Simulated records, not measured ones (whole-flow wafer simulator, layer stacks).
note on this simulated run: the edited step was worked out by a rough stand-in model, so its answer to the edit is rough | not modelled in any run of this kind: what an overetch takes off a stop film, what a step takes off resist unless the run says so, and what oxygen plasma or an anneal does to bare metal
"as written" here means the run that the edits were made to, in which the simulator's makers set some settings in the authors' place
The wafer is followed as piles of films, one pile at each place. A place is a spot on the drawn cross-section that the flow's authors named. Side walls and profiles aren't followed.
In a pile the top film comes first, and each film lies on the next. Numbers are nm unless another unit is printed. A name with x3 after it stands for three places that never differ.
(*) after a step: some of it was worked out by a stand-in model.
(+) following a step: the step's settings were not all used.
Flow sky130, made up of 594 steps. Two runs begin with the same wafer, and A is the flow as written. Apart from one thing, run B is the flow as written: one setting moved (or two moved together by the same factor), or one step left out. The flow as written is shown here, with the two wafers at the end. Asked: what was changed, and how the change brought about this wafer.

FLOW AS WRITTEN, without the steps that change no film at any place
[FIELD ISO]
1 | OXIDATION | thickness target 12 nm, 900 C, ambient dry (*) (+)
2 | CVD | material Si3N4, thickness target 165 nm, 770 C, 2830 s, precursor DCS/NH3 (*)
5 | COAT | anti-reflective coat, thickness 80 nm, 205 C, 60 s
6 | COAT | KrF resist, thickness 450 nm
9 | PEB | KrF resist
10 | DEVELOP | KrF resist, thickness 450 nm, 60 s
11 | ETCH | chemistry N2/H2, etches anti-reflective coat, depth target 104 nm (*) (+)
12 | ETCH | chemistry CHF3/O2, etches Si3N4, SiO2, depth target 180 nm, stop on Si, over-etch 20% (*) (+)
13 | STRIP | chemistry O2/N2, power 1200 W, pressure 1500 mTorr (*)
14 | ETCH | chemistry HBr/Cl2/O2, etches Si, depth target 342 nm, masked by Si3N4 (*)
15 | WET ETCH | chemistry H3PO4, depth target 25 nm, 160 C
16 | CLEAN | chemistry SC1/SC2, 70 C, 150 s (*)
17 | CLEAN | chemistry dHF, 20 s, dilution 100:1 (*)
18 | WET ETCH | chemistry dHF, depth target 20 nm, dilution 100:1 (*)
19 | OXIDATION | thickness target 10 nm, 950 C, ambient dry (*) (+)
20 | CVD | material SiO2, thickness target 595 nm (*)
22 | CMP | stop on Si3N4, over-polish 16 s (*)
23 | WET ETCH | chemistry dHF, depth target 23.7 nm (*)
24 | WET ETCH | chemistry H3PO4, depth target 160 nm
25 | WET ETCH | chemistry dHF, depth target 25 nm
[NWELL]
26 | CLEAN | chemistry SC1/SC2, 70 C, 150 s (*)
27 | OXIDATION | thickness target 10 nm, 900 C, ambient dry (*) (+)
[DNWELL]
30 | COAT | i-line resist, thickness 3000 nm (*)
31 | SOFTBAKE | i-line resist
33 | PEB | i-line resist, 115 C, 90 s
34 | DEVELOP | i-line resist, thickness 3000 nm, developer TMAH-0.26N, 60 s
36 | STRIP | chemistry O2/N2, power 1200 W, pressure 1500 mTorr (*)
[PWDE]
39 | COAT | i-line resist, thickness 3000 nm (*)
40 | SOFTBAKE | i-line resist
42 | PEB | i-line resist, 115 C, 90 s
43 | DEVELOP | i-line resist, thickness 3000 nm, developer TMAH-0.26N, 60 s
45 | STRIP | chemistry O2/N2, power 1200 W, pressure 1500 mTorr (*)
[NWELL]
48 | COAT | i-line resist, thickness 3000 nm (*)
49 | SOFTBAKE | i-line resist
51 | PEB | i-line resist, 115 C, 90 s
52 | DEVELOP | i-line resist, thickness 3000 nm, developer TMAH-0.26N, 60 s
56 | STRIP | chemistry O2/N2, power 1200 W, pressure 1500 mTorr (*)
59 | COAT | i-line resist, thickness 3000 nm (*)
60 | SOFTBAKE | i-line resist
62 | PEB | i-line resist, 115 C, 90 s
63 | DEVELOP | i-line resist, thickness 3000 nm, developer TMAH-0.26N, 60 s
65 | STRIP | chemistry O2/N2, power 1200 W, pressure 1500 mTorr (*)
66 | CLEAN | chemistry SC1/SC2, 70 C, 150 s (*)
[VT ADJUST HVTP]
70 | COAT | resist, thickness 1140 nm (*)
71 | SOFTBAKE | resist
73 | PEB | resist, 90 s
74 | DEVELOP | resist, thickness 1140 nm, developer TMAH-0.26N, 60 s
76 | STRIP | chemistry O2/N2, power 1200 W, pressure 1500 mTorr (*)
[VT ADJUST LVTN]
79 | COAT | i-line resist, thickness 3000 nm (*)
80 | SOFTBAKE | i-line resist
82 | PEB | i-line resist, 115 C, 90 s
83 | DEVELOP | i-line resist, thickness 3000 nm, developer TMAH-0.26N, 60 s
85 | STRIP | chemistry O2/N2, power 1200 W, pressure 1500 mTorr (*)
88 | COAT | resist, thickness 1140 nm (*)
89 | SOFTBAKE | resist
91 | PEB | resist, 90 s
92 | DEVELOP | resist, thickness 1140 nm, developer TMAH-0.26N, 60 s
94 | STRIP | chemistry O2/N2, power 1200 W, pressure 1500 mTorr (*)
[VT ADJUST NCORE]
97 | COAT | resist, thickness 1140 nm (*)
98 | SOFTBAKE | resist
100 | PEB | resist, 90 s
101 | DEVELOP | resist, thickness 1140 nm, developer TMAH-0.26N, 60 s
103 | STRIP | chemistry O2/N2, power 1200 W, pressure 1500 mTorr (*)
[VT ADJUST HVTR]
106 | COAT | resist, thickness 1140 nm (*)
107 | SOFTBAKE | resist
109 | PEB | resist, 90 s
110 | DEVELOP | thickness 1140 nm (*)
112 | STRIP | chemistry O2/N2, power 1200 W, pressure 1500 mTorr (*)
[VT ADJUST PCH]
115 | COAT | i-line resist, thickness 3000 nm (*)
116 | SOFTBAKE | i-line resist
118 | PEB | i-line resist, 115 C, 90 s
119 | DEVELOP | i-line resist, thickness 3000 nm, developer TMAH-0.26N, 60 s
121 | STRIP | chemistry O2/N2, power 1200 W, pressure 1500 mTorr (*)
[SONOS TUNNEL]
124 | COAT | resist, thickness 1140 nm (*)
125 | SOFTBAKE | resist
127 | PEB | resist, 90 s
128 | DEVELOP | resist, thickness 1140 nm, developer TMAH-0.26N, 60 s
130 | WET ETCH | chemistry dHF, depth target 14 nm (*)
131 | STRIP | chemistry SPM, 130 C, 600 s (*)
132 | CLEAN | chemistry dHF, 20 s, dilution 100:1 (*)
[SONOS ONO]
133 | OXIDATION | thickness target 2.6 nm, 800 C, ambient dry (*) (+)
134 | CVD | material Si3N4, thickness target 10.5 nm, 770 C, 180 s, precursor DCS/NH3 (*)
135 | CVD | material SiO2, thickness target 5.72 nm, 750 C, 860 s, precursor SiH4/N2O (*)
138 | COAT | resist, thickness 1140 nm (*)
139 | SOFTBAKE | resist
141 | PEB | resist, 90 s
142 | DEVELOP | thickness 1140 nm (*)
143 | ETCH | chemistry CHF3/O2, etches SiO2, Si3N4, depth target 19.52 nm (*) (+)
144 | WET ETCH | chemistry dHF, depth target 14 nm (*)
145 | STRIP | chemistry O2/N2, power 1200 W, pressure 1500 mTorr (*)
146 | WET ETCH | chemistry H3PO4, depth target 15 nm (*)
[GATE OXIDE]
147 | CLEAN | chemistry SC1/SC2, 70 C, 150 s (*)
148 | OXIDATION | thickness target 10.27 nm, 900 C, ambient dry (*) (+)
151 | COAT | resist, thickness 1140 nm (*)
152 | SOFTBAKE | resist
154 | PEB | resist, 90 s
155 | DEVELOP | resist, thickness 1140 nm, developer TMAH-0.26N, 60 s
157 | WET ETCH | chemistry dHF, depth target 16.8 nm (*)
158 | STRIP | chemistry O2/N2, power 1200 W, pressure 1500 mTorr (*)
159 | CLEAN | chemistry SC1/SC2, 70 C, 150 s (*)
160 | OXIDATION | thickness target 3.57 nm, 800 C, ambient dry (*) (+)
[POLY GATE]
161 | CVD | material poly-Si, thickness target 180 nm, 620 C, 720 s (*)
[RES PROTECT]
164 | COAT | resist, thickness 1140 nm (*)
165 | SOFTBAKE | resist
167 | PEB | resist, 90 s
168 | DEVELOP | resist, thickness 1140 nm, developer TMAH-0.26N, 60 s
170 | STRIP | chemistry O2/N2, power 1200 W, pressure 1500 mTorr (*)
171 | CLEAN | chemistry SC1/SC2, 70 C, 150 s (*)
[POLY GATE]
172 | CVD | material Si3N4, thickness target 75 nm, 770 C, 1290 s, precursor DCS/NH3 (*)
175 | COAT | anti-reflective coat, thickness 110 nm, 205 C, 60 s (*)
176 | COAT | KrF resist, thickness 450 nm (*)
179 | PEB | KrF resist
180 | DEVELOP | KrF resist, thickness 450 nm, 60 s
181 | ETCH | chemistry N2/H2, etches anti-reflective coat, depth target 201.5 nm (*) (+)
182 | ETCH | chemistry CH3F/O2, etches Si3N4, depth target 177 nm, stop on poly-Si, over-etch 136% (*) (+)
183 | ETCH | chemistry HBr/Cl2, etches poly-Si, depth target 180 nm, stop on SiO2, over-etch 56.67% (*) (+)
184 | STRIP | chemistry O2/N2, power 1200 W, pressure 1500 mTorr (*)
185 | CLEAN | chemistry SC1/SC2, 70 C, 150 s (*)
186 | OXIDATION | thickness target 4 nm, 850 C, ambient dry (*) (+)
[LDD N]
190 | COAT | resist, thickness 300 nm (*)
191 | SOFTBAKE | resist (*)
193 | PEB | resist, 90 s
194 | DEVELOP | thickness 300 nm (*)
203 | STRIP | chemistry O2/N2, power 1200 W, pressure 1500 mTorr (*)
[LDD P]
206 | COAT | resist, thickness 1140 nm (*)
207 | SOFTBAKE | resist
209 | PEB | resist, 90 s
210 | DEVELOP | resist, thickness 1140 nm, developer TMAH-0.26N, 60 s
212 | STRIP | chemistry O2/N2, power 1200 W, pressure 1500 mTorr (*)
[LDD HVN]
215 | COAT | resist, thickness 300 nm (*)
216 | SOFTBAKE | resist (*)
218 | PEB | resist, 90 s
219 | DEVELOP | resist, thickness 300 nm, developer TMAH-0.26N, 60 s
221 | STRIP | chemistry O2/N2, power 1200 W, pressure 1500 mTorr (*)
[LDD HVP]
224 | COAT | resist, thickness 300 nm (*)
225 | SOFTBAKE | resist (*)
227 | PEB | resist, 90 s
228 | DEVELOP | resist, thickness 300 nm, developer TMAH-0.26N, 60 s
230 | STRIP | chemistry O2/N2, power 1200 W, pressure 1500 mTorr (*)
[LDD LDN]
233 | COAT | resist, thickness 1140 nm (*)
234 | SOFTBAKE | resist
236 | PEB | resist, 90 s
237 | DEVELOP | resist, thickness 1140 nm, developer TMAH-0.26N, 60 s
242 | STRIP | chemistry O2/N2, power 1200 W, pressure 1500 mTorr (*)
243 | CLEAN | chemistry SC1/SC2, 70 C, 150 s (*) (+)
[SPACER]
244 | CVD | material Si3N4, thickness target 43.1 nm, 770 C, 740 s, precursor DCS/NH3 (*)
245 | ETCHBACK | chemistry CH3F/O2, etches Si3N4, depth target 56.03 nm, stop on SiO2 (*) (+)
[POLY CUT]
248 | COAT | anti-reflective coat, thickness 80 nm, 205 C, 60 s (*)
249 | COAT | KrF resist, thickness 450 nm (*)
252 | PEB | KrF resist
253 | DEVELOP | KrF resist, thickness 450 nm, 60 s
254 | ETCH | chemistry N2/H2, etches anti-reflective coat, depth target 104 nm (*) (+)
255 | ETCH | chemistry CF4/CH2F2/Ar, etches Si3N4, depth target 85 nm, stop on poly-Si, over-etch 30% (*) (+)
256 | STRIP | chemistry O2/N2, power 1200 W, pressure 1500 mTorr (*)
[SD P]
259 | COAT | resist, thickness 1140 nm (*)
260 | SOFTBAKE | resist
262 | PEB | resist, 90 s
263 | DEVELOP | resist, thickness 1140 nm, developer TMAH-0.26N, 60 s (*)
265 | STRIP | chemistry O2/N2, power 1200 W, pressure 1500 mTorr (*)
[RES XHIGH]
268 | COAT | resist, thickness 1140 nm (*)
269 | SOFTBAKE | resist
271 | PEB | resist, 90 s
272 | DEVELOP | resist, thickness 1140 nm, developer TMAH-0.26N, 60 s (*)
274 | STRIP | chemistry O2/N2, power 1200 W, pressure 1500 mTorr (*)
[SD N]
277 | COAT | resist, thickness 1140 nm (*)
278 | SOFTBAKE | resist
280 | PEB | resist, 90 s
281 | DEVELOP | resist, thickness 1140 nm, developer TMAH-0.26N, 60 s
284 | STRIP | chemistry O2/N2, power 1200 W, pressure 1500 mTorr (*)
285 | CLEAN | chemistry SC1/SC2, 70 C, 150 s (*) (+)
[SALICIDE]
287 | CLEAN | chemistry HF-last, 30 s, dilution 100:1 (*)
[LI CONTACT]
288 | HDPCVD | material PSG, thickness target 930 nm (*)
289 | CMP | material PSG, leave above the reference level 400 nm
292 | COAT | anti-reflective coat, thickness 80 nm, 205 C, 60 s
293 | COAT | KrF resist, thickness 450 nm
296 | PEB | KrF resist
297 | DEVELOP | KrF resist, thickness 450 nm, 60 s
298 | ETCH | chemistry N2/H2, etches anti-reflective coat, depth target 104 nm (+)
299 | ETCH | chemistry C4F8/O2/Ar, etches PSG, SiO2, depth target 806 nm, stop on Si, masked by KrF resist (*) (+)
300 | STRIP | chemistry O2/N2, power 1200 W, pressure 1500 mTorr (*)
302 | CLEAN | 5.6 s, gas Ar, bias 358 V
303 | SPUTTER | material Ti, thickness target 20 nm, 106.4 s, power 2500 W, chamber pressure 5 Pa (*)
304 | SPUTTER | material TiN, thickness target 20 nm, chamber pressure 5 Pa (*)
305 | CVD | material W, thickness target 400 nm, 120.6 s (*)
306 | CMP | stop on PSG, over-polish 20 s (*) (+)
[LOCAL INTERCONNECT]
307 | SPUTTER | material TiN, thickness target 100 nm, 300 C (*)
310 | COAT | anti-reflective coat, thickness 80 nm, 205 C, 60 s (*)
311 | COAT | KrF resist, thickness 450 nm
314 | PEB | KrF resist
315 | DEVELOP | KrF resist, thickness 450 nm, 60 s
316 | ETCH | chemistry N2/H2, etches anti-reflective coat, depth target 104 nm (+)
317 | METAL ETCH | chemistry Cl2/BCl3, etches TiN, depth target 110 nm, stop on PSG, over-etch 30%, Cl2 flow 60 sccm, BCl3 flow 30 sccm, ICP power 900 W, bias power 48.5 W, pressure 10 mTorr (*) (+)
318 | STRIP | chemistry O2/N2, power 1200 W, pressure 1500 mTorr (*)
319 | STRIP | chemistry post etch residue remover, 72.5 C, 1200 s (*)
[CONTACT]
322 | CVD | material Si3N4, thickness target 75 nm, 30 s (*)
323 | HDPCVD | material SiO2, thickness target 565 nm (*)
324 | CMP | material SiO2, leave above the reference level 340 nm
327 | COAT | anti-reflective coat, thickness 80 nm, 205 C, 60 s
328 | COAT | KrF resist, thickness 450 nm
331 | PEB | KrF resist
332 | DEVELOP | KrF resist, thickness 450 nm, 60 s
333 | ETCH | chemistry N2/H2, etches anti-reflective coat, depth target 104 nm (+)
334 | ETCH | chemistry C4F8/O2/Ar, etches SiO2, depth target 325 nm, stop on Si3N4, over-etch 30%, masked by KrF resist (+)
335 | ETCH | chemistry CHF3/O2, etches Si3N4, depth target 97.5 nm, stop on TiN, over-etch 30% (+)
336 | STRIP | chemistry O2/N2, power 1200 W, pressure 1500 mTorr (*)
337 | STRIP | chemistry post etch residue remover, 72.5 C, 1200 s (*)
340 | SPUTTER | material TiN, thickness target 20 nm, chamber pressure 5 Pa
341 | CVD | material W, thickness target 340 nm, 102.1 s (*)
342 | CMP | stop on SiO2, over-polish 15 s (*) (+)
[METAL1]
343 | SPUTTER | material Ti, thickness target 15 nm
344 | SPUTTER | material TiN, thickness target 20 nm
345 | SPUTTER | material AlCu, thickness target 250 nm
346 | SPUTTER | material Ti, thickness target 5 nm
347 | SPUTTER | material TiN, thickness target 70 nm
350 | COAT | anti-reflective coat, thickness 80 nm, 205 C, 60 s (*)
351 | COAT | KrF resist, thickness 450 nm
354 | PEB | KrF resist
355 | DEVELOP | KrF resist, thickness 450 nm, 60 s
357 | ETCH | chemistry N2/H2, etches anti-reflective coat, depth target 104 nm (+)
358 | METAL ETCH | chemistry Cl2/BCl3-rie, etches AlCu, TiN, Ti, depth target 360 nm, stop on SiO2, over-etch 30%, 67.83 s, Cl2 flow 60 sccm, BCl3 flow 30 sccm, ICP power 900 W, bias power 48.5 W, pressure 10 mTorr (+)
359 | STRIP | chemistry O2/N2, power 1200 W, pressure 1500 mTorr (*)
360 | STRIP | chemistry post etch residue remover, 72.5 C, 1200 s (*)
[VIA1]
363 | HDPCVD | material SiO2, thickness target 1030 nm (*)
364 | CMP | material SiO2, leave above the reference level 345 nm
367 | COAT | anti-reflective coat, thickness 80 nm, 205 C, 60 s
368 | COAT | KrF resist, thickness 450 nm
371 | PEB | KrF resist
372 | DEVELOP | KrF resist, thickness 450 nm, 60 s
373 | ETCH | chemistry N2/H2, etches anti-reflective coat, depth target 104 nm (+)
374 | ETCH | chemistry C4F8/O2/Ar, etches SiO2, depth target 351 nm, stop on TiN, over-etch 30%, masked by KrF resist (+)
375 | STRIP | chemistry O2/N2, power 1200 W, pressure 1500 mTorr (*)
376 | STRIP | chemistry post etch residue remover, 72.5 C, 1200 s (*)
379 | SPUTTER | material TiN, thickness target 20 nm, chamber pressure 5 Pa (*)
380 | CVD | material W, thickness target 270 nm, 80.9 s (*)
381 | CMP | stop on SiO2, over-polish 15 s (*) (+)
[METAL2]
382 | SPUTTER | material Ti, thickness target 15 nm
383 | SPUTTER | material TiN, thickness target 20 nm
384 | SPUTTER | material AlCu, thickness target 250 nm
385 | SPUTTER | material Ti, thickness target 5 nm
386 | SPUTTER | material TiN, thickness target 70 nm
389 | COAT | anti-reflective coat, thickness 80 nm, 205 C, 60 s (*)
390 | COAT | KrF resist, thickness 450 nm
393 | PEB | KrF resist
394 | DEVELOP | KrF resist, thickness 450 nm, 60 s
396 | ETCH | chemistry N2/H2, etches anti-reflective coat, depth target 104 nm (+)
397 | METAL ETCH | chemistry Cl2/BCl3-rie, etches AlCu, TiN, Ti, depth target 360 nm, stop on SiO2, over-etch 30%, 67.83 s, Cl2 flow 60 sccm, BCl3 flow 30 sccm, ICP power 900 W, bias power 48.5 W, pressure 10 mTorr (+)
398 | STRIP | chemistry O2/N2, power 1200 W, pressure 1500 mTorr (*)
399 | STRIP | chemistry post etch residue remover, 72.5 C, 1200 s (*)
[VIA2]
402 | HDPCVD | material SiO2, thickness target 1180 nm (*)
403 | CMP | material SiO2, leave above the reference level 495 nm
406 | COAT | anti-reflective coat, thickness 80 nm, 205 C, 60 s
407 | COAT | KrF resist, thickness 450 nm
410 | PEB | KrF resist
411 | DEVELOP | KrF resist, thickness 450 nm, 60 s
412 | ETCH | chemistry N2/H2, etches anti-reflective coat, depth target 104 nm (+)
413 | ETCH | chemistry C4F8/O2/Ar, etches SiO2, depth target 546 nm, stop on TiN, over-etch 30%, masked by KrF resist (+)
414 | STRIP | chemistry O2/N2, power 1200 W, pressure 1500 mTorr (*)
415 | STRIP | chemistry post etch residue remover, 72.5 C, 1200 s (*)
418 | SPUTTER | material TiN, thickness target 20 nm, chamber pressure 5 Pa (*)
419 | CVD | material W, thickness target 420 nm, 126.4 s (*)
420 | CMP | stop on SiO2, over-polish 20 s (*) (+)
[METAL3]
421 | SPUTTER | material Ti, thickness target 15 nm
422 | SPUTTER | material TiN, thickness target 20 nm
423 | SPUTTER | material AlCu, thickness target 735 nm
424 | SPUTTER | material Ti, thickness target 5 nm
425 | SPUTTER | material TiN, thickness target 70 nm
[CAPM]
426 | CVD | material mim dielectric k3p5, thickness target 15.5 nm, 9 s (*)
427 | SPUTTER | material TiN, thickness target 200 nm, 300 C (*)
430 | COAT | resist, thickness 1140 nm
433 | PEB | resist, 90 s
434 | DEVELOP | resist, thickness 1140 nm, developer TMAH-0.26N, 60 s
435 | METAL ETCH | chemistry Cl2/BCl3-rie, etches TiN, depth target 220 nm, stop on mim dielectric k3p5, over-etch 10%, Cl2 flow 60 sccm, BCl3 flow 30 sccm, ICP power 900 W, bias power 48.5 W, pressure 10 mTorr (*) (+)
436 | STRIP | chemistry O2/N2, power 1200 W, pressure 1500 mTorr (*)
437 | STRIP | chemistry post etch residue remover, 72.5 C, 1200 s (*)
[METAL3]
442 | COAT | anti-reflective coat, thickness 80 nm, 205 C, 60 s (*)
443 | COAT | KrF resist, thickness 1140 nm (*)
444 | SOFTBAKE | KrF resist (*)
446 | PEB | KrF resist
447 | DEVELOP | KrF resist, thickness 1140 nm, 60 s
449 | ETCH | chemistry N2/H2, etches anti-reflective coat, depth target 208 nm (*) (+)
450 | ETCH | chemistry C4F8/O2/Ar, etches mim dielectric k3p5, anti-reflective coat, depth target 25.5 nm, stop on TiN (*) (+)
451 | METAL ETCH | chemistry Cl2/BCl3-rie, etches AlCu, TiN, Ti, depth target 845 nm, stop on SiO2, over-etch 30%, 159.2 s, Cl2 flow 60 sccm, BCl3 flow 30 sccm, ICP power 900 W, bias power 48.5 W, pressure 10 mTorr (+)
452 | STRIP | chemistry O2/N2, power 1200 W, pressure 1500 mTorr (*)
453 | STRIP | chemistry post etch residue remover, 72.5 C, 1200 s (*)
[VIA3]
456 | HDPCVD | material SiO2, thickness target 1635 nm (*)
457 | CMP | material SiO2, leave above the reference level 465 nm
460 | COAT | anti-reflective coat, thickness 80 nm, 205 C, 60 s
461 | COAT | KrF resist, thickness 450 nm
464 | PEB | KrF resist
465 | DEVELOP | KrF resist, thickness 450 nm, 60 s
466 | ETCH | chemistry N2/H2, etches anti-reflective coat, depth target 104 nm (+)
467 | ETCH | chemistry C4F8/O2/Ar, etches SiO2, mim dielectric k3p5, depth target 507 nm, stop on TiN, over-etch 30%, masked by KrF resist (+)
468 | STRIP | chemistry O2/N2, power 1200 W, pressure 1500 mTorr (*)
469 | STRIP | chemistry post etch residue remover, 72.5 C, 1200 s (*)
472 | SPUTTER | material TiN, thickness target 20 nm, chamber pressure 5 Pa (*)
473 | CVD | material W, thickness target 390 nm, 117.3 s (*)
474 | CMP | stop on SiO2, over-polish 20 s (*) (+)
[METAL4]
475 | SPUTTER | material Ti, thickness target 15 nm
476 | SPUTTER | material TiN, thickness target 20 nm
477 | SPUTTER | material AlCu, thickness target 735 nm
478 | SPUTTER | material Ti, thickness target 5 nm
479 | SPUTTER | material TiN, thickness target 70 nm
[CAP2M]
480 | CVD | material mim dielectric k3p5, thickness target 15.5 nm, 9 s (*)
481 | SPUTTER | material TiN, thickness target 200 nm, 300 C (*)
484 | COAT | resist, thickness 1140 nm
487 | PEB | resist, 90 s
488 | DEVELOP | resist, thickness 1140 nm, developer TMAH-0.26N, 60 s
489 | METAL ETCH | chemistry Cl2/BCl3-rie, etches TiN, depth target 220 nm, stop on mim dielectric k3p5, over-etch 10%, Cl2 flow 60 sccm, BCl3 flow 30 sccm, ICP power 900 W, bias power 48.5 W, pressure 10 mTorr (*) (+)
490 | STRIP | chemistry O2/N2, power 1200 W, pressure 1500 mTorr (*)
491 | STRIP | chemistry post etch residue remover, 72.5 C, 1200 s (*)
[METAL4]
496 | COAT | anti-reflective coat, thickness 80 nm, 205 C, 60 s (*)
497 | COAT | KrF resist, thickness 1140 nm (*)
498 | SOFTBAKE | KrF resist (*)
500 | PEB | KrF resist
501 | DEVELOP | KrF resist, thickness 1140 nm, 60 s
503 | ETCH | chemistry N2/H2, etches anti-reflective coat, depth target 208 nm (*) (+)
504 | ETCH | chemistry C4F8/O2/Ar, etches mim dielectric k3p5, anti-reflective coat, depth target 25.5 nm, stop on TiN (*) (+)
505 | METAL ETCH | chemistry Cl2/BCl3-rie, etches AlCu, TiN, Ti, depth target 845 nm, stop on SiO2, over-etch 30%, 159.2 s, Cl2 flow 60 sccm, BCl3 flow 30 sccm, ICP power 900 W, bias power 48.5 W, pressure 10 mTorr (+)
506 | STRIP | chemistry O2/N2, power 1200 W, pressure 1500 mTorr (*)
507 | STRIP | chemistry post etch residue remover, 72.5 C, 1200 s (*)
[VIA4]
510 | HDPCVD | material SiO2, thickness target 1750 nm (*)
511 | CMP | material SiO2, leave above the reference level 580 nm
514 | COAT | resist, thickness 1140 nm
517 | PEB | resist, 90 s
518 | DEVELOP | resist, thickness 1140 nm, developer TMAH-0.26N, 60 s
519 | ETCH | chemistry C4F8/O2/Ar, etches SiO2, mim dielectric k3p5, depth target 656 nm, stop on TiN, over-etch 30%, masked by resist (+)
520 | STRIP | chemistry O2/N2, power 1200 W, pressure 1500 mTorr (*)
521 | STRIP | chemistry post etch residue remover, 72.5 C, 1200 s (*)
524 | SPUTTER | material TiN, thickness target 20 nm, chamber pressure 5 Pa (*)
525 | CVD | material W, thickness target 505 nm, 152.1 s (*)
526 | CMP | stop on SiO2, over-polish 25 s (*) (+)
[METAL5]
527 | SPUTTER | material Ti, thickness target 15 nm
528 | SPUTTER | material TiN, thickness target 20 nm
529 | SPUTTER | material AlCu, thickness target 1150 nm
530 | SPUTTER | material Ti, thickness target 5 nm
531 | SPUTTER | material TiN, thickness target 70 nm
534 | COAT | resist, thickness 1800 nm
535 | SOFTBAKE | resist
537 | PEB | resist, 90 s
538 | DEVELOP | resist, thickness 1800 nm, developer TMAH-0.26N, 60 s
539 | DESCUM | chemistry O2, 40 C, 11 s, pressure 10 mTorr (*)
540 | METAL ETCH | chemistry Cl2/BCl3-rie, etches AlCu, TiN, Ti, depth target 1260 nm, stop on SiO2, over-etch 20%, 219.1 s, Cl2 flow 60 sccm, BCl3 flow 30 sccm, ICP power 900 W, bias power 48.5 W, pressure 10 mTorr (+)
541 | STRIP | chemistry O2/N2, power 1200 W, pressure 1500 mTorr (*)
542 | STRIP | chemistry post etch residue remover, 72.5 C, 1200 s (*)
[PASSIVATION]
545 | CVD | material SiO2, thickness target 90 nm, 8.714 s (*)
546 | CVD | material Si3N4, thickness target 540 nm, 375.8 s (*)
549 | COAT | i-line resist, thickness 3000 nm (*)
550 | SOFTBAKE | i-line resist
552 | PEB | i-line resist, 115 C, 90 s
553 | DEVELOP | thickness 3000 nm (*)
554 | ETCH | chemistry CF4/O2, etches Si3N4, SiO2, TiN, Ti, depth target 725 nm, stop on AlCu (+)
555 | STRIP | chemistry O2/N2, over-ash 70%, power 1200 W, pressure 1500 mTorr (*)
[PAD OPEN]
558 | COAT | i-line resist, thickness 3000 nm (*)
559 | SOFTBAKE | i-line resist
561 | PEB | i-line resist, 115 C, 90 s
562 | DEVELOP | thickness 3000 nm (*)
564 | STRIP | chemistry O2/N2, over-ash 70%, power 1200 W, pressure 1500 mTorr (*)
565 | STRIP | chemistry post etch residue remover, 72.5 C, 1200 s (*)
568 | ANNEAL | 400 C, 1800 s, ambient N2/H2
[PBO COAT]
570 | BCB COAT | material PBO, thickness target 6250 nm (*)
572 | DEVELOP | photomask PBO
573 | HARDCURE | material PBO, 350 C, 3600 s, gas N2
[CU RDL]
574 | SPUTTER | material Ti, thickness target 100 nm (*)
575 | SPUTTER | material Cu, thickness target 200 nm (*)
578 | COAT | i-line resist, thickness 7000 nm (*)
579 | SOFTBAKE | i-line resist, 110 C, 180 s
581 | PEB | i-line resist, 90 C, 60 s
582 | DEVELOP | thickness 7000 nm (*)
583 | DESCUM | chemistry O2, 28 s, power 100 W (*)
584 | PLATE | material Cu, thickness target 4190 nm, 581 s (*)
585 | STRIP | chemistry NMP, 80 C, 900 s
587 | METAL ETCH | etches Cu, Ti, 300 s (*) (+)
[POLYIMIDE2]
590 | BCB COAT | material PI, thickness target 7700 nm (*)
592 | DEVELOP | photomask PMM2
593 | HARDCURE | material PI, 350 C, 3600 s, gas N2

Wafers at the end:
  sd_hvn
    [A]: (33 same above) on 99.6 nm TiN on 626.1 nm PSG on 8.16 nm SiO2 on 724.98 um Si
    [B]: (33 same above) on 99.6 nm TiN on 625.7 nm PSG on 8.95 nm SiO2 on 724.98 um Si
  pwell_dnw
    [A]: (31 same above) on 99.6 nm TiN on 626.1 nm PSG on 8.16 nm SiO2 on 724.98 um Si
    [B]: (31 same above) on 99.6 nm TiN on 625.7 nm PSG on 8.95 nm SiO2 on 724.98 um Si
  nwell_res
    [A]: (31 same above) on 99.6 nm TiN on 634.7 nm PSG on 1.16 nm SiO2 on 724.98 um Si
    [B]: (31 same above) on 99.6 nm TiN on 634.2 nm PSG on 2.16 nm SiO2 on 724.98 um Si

The reason: step 186, OXIDATION: thickness target 5 nm was run, though the flow has thickness target 4 nm.

Step by step, how the change led to this:
  186 | OXIDATION | thickness target 4 nm, 850 C, ambient dry (*) (+)
      active, p_well, spacer and 26 more: A SiO2 gains 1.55, Si loses 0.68 | B SiO2 gains 2.55, Si loses 1.12
      pwell_dnw, sd_hvn, dext_ntap_nw and 17 more: A SiO2 gains 1.12, Si loses 0.49 | B SiO2 gains 1.91, Si loses 0.84
      (also at 1 further place)
  248 | COAT | anti-reflective coat, thickness 80 nm, 205 C, 60 s (*)
      gate_p_g5v0: A anti-reflective coat gains 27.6 (new film) | B anti-reflective coat gains 28.3 (new film)
  256 | STRIP | chemistry O2/N2, power 1200 W, pressure 1500 mTorr (*)
      gate_p_g5v0: A KrF resist loses 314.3 (all of it), anti-reflective coat loses 27.6 (all of it) | B KrF resist loses 313.9 (all of it), anti-reflective coat loses 28.3 (all of it)
  299 | ETCH | chemistry C4F8/O2/Ar, etches PSG, SiO2, depth target 806 nm, stop on Si, masked by KrF resist (*) (+)
      contact, ndiff_licon, ndiff_licon_cpp: A PSG loses 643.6 (all of it), SiO2 loses 1.16 (all of it) | B PSG loses 643 (all of it), SiO2 loses 2.16 (all of it)
